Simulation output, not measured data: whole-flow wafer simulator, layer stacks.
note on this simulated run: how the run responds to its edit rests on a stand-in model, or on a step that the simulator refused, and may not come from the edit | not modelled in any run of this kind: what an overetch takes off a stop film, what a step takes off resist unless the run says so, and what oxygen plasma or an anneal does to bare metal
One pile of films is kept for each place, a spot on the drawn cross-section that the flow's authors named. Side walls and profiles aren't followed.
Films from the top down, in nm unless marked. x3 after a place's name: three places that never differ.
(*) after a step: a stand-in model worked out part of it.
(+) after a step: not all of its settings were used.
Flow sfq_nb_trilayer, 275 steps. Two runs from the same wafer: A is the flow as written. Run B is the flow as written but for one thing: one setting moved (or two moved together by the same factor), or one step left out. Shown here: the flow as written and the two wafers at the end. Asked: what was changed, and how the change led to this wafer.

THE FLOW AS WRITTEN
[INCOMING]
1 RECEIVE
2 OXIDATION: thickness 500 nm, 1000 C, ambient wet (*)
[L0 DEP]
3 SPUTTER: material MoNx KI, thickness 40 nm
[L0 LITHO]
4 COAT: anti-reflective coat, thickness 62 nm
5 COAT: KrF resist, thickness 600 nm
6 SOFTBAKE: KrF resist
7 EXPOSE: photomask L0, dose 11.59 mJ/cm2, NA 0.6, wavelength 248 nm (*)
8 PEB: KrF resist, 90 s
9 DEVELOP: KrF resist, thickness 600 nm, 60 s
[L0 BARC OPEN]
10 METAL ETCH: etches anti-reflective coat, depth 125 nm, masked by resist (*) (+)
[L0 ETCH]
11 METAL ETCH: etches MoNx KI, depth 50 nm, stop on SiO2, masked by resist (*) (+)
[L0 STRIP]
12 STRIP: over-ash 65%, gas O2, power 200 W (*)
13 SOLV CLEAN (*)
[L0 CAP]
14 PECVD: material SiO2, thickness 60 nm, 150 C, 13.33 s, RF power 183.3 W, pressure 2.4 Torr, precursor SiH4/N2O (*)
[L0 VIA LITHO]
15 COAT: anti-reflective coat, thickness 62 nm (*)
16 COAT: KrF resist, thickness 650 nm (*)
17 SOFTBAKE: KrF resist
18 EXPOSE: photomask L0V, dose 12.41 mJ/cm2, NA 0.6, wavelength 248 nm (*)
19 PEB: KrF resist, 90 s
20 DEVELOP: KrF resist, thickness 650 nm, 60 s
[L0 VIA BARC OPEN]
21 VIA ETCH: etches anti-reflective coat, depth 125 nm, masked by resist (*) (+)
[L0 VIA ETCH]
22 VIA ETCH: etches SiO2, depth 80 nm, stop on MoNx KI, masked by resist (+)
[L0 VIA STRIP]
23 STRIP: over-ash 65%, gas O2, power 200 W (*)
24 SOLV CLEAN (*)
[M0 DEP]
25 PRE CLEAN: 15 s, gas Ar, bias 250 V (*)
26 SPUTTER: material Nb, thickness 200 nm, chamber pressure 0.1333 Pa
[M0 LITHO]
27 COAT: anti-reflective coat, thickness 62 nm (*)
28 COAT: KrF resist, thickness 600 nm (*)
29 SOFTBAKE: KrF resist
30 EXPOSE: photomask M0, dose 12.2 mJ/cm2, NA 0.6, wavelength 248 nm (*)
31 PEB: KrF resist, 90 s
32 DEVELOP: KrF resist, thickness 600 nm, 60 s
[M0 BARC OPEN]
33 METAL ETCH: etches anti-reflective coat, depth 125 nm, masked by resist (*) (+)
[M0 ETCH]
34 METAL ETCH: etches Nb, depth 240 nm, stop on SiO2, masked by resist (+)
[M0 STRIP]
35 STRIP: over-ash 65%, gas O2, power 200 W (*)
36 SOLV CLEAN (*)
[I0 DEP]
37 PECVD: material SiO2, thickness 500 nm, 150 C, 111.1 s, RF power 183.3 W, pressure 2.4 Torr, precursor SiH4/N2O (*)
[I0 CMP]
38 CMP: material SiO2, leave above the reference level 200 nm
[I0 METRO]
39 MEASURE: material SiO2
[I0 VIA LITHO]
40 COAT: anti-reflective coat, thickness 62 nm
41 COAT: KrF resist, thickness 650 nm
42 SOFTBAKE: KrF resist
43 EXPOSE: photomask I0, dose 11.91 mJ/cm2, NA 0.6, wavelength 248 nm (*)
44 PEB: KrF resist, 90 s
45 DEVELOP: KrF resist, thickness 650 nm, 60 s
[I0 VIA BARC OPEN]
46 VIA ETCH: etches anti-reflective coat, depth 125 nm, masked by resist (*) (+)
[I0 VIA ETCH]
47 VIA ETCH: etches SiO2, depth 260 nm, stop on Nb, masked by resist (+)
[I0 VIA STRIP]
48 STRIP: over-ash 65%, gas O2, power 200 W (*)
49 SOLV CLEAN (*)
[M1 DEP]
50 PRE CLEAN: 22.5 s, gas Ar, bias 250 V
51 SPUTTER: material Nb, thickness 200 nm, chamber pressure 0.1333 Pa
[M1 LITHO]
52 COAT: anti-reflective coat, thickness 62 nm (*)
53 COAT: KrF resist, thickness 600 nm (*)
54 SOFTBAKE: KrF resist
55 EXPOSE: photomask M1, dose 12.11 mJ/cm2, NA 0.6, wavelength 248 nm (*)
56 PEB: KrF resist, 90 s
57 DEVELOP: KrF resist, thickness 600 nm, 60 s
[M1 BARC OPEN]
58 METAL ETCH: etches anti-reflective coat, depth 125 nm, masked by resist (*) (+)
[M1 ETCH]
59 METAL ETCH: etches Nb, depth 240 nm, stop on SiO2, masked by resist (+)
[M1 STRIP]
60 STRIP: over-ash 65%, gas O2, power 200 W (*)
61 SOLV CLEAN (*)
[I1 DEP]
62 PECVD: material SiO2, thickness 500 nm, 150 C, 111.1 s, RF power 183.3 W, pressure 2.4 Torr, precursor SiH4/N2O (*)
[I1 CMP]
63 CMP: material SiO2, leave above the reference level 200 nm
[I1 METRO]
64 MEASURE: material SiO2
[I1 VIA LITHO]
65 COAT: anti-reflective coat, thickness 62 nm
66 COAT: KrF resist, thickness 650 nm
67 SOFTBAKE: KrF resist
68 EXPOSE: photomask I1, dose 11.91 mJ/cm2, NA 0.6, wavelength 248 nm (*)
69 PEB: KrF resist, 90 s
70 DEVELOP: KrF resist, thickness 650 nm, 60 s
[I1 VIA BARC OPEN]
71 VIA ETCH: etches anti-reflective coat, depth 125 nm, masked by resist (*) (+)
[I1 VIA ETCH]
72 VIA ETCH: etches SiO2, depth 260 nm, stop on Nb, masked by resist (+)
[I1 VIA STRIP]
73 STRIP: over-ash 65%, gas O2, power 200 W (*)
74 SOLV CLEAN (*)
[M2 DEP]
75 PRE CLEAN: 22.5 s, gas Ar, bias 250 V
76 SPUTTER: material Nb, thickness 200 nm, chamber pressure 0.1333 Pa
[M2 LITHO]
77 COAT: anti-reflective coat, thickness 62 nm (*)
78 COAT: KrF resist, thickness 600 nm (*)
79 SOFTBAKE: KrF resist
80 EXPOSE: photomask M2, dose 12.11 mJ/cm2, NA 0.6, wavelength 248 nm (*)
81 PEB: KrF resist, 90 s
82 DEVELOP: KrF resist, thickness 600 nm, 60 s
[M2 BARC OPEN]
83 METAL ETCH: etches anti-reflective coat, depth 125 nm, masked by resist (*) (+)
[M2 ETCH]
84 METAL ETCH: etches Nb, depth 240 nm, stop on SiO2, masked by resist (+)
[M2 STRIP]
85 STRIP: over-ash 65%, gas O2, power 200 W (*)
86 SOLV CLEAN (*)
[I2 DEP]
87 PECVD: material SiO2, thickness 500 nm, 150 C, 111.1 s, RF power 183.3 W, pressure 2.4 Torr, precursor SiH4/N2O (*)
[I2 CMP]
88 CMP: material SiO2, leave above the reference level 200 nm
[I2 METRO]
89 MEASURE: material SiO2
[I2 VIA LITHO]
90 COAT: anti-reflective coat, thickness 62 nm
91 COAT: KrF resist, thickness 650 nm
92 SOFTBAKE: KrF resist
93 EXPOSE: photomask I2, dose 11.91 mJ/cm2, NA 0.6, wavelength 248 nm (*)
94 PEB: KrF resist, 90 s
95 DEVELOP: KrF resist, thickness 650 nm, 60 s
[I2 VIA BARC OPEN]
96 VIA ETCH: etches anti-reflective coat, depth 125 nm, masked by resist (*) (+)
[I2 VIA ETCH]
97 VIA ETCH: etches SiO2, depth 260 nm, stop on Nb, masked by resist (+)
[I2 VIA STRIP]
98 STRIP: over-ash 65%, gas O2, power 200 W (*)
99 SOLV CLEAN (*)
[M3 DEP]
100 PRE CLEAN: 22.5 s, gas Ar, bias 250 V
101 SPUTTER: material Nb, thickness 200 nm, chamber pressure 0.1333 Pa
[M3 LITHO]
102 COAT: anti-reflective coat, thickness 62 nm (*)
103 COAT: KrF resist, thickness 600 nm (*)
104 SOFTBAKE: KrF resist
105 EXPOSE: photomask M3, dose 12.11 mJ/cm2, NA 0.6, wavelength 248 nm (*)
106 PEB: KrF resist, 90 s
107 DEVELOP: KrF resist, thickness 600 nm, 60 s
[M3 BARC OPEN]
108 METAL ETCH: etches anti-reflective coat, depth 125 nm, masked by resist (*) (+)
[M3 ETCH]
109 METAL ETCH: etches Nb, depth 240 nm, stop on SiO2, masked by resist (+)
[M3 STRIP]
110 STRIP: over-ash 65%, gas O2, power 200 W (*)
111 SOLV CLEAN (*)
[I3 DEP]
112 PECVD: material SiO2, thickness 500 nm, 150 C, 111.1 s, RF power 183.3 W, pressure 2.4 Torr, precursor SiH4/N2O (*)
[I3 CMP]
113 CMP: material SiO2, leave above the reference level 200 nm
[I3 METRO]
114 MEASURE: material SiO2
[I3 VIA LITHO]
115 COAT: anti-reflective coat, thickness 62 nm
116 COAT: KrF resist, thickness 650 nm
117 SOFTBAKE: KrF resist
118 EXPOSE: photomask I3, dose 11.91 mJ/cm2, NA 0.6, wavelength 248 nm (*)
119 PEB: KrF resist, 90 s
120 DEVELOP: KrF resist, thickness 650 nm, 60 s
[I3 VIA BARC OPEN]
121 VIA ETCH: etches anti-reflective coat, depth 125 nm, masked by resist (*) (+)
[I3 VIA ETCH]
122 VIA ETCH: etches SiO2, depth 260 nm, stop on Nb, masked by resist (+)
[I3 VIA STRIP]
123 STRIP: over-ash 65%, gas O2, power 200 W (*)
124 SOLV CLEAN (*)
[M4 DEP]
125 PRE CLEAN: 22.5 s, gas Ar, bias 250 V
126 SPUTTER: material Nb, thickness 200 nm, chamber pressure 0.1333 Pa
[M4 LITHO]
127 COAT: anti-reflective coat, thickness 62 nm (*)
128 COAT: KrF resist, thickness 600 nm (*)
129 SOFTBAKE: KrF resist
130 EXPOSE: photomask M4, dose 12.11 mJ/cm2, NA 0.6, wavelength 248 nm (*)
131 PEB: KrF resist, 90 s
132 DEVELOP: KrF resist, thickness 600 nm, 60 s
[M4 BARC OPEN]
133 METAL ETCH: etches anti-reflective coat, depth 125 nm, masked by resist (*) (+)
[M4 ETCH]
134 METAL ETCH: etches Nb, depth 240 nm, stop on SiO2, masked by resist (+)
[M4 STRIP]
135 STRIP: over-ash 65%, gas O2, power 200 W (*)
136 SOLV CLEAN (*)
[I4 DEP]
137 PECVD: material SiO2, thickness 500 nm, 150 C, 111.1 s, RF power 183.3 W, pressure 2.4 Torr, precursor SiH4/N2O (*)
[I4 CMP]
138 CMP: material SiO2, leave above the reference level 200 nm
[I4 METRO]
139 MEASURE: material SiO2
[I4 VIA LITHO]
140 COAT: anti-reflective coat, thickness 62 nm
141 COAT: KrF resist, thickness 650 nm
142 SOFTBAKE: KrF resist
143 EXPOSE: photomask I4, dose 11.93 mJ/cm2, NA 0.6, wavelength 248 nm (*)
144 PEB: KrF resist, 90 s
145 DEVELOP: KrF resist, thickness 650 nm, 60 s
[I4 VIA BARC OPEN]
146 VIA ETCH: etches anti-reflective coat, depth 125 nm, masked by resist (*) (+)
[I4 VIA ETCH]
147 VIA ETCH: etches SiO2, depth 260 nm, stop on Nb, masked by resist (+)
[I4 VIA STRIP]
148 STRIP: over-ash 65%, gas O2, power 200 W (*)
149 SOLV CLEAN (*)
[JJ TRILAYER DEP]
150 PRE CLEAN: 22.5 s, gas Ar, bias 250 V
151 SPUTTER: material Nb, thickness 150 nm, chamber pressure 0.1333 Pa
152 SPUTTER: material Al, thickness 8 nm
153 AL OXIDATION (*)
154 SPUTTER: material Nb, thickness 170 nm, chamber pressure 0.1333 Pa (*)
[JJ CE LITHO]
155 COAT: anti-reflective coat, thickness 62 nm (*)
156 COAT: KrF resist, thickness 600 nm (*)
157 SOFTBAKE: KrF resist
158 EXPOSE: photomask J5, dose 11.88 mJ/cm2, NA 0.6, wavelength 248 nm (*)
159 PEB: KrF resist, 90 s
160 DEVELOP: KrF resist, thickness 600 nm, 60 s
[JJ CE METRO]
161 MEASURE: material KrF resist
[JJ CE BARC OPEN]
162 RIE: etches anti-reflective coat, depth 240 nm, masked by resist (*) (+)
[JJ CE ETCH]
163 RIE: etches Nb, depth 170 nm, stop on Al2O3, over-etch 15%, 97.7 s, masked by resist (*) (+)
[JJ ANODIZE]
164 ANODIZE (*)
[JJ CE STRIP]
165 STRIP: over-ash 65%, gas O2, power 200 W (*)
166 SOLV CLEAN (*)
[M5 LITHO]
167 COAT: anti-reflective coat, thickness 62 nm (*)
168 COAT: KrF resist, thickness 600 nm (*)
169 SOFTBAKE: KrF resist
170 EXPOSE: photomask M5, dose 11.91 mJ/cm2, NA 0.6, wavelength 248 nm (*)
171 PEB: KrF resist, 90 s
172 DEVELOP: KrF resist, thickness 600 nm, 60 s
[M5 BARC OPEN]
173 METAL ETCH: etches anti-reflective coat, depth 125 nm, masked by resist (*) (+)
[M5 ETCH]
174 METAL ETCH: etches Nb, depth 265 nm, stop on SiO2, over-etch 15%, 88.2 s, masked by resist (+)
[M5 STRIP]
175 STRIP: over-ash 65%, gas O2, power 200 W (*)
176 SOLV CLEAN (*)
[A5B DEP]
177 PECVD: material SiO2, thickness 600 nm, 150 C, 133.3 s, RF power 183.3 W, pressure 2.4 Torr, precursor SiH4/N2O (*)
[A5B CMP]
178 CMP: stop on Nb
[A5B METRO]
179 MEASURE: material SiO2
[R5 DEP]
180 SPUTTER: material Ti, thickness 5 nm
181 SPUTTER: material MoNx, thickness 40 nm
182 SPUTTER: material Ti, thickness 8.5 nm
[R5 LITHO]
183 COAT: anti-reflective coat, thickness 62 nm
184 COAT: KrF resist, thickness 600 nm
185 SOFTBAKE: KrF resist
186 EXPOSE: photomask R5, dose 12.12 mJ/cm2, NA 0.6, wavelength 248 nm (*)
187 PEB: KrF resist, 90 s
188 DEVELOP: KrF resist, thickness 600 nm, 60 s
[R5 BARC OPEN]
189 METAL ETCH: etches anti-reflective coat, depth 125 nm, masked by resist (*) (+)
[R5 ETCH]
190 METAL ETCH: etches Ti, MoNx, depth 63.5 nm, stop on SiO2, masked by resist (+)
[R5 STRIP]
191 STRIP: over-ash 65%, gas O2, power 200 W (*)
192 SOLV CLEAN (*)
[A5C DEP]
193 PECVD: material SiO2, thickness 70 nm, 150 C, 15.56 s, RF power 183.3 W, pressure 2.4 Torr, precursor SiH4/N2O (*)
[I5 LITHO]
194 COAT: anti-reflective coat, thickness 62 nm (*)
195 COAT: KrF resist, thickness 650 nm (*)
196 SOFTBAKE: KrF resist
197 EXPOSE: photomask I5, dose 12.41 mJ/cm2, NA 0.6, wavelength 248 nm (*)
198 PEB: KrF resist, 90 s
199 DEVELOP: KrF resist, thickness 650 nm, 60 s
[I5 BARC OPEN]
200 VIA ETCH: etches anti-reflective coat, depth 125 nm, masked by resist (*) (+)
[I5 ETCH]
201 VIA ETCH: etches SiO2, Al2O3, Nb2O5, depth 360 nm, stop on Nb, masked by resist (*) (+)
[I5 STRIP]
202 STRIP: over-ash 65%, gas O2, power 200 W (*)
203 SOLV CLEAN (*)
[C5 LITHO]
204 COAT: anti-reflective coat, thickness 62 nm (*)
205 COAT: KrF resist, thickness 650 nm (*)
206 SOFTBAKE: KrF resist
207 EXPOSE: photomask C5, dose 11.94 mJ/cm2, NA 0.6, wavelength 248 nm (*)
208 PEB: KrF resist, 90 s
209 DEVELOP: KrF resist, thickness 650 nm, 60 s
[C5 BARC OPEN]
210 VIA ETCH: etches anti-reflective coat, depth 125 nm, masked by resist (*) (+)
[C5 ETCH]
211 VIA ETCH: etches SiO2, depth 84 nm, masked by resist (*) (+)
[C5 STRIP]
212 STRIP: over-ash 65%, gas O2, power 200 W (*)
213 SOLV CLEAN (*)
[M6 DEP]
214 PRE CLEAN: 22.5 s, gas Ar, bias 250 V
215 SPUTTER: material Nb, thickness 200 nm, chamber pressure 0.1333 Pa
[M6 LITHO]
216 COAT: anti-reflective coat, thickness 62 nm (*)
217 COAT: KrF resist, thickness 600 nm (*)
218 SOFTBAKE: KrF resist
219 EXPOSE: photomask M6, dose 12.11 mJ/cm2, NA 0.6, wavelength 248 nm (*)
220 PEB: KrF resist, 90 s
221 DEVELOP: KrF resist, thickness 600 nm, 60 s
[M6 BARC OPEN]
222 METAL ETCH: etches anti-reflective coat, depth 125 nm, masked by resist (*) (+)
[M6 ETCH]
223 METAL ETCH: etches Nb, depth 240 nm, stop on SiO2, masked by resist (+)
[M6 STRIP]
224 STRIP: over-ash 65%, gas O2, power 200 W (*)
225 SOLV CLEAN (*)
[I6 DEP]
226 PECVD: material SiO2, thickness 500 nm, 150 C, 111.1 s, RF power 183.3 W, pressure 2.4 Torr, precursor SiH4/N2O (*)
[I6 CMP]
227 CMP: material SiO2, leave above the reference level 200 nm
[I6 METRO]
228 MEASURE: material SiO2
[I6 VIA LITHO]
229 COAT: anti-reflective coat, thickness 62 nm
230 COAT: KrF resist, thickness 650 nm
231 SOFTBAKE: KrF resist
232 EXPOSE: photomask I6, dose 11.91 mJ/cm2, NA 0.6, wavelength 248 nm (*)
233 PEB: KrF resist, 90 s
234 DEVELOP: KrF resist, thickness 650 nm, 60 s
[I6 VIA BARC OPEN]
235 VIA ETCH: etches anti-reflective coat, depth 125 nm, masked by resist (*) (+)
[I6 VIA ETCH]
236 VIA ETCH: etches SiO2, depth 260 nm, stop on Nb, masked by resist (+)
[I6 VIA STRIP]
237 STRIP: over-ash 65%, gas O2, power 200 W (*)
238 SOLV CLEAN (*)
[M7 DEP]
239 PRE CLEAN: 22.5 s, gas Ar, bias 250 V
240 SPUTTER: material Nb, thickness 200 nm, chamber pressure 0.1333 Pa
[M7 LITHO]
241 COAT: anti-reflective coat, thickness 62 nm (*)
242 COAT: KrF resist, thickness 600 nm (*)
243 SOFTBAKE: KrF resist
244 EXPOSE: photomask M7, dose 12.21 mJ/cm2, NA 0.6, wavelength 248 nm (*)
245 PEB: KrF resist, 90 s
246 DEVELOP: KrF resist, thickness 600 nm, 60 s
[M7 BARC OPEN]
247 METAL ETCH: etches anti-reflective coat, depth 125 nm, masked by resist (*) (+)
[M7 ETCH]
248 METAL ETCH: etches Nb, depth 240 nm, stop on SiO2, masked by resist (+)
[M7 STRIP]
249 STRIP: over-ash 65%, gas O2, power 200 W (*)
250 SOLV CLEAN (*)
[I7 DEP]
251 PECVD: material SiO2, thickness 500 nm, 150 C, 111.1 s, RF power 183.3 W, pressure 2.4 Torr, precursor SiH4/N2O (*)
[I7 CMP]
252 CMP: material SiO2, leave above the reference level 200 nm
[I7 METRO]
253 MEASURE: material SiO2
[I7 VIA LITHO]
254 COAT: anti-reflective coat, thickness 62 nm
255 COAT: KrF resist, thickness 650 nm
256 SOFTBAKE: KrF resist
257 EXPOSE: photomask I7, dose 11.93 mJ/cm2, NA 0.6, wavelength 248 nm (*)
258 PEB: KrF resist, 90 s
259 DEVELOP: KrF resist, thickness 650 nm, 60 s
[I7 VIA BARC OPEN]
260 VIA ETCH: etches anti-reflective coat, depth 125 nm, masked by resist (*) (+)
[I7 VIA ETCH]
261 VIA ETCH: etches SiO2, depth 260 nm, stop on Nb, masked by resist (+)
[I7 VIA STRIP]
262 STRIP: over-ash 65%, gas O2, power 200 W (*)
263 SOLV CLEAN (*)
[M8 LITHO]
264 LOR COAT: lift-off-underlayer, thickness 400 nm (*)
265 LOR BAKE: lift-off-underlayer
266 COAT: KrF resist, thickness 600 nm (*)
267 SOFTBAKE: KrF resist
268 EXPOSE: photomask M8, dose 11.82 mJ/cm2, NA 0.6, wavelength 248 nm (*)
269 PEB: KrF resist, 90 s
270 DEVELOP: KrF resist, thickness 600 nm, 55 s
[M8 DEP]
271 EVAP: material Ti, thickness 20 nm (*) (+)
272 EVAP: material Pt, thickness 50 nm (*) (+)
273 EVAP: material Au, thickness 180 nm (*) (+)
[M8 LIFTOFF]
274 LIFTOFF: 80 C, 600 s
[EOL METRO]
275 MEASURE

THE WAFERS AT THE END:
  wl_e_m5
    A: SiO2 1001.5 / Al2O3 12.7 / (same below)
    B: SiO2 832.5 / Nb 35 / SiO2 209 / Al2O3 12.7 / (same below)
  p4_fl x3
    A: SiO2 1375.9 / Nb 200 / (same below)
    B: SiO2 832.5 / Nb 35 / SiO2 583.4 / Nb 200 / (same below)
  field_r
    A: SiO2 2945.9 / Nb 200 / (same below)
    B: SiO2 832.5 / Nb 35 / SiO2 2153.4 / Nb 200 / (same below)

The cause: step 215, SPUTTER: thickness 275 nm was run, where the flow has thickness 200 nm.

How the change led to this, step by step:
  215 SPUTTER: material Nb, thickness 200 nm, chamber pressure 0.1333 Pa
      field_l, v_sur, via_wl and 100 more: A Nb +200 (new film) | B Nb +275 (new film)
      be: A Nb +147.3 | B Nb +201.5
      (and at 2 more places)
  216 COAT: anti-reflective coat, thickness 62 nm (*)
      be: A anti-reflective coat +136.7 (new film) | B anti-reflective coat +143.7 (new film)
      c5j: A anti-reflective coat +110.7 (new film) | B anti-reflective coat +113 (new film)
  223 METAL ETCH: etches Nb, depth 240 nm, stop on SiO2, masked by resist (+)
      field_l, gap, moat and 76 more: A Nb -200 (all of it) | B Nb -240
  224 STRIP: over-ash 65%, gas O2, power 200 W (*)
      be: A KrF resist -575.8 (all of it), anti-reflective coat -136.7 (all of it) | B KrF resist -587.6 (all of it), anti-reflective coat -143.7 (all of it)
      c5j: A KrF resist -418.3 (all of it), anti-reflective coat -110.7 (all of it) | B KrF resist -417.2 (all of it), anti-reflective coat -113 (all of it)
  226 PECVD: material SiO2, thickness 500 nm, 150 C, 111.1 s, RF power 183.3 W, pressure 2.4 Torr, precursor SiH4/N2O (*)
      field_l, p4_fl x3, p4_w1 x9 and 52 more: A SiO2 +500 | B SiO2 +500 (new film)
      moat, field_r, lsp_l, ln_m5, lsp_m: A SiO2 +493.6 | B SiO2 +492.3 (new film)
      (and at 10 more places)
  227 CMP: material SiO2, leave above the reference level 200 nm
      field_l, p4_fl x3, p4_w1 x9 and 49 more: A SiO2 -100 | B SiO2 -60
      moat, field_r, lsp_l, ln_m5, lsp_m: A SiO2 -93.6 | B SiO2 -52.3
      (and at 9 more places)
Counting metal films that touch as one body, wl_e_m5 has 7 bodies (between them, from the top down: SiO2 209 / Al2O3 12.7 / Nb2O5 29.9; SiO2 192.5; SiO2 192.5; SiO2 192.5; SiO2 192.5; SiO2 192.5); the flow as written gives 6 bodies (between them, from the top down: SiO2 192.5; SiO2 192.5; SiO2 192.5; SiO2 192.5; SiO2 192.5).
Counting metal films that touch as one body, p4_fl x3 has 3 bodies (between them, from the top down: SiO2 583.4; SiO2 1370); the flow as written gives 2 bodies (between them, from the top down: SiO2 1370).
Counting metal films that touch as one body, field_r has 2 bodies (between them, from the top down: SiO2 2153.4); the flow as written gives 1 body.
